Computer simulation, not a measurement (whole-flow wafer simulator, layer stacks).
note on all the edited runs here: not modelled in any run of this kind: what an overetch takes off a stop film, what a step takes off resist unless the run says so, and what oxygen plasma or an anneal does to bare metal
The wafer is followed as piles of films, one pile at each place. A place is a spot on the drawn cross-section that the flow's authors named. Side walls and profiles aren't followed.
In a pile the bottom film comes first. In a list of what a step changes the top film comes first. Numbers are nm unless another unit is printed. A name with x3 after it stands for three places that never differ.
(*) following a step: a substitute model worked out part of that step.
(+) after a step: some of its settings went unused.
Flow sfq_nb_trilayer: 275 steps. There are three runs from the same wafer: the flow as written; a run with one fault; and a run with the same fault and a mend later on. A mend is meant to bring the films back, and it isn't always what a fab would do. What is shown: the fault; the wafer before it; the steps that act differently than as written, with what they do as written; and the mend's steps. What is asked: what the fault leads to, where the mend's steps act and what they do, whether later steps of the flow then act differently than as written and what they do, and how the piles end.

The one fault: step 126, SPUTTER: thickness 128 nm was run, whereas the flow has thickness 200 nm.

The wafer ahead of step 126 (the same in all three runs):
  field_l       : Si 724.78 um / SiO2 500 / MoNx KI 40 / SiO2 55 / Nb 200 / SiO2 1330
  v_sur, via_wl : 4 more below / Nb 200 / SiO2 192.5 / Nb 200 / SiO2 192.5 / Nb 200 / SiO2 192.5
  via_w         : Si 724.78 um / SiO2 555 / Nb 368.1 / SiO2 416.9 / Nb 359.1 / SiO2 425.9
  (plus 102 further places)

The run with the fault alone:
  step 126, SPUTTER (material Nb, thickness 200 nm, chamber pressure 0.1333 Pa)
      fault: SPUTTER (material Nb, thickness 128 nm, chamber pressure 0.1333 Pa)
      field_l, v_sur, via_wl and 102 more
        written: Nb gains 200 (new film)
        fault: Nb gains 128 (new film)
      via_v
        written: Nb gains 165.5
        fault: Nb gains 105.6
  Steps later in the flow that act otherwise than as written (4 more steps, not shown, differ only slightly: by at most 2% or 0.5 nm, whichever is larger):
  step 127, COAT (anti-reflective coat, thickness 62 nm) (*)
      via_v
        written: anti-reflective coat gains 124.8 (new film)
        fault: anti-reflective coat gains 121.1 (new film)
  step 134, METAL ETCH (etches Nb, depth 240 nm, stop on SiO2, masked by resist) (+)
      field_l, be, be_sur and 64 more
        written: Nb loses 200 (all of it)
        fault: Nb loses 128 (all of it)
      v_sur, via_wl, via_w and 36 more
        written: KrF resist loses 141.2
        fault: KrF resist loses 112.9
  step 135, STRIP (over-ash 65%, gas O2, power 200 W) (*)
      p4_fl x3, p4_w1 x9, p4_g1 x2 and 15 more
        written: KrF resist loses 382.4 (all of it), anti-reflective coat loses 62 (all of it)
        fault: KrF resist loses 410.6 (all of it), anti-reflective coat loses 62 (all of it)
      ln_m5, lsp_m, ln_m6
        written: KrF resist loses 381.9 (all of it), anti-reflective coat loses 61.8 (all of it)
        fault: KrF resist loses 410.2 (all of it), anti-reflective coat loses 61.8 (all of it)
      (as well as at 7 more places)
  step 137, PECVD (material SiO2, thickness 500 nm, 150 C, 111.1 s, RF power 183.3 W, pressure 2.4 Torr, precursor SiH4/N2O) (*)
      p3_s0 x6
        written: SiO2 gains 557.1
        fault: SiO2 gains 500
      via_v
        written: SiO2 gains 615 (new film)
        fault: SiO2 gains 595.1 (new film)
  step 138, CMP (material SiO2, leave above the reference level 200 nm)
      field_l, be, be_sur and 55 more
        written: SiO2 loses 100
        fault: SiO2 loses 172
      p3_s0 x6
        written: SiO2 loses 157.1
        fault: SiO2 loses 172
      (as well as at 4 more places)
  The piles end different from the flow's at field_l, v_sur, via_wl and 103 more by more than 2% or 0.5 nm, whichever is larger.
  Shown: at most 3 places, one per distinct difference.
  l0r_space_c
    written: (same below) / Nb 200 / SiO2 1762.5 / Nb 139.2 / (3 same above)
    fault: (same below) / Nb 200 / SiO2 1690.5 / Nb 139.2 / (3 same above)
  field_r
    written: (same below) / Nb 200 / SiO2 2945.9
    fault: (same below) / Nb 200 / SiO2 2873.9
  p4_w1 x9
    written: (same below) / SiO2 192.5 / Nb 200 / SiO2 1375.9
    fault: (same below) / SiO2 192.5 / Nb 128 / SiO2 1375.9

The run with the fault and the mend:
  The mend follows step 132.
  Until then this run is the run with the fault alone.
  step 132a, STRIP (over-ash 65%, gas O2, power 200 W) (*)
      p3_s0 x6, p3_fr x3, wl_d_sl and 38 more
        anti-reflective coat loses 62 (all of it)
      p4_fl x3, p4_w1 x9, p4_g1 x2 and 15 more
        KrF resist loses 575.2 (all of it), anti-reflective coat loses 62 (all of it)
      moat, field_r, lsp_l, lsp_r, l0_sur, l0v
        anti-reflective coat loses 61.8 (all of it)
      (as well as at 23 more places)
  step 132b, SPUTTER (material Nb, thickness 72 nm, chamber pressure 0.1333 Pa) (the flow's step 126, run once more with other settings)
      field_l, v_sur, via_wl and 102 more
        Nb gains 72
      via_v
        Nb gains 57.5
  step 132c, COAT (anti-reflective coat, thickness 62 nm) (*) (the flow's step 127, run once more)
      p4_fl x3, p4_w1 x9, p4_g1 x2 and 63 more
        anti-reflective coat gains 62 (new film)
      moat, field_r, lsp_l and 6 more
        anti-reflective coat gains 61.8 (new film)
      be_r, r_sur, res, r_end
        anti-reflective coat gains 61.7 (new film)
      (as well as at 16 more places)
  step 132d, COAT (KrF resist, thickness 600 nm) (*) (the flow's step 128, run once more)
      p4_fl x3, p4_w1 x9, p4_g1 x2 and 63 more
        KrF resist gains 600 (new film)
      field_r, lsp_l, ln_m5, lsp_m, l0v
        KrF resist gains 599.5 (new film)
      ln_m6, lsp_r, l0_sur
        KrF resist gains 599.6 (new film)
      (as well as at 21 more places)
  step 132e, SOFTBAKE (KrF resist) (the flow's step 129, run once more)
      alters no film at any place that is followed
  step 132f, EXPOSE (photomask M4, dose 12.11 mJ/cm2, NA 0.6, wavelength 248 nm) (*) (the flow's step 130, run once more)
      alters no film at any place that is followed
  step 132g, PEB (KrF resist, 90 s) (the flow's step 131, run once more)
      field_l, v_sur, via_wl and 97 more
        KrF resist loses 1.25
      via_w, via_wr, via_sp, wire, be
        KrF resist loses 1.24
      via_v
        KrF resist loses 1.61
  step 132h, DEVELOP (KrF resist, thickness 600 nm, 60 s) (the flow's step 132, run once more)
      p3_s0 x6, p3_fr x3, wl_d_sl and 38 more
        KrF resist loses 598.7 (all of it)
      v_sur, via_wl, via_w and 36 more
        KrF resist loses 23.5
      moat, field_r, lsp_l
        KrF resist loses 598.2 (all of it)
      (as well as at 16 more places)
  None of the later steps of the flow differs from how it acts as written, at any place that is followed, by more than 2% or 0.5 nm, whichever is larger.
  At the end the piles are close to the flow's at the places that both follow, differing by at most 2% or 0.5 nm, whichever is larger.
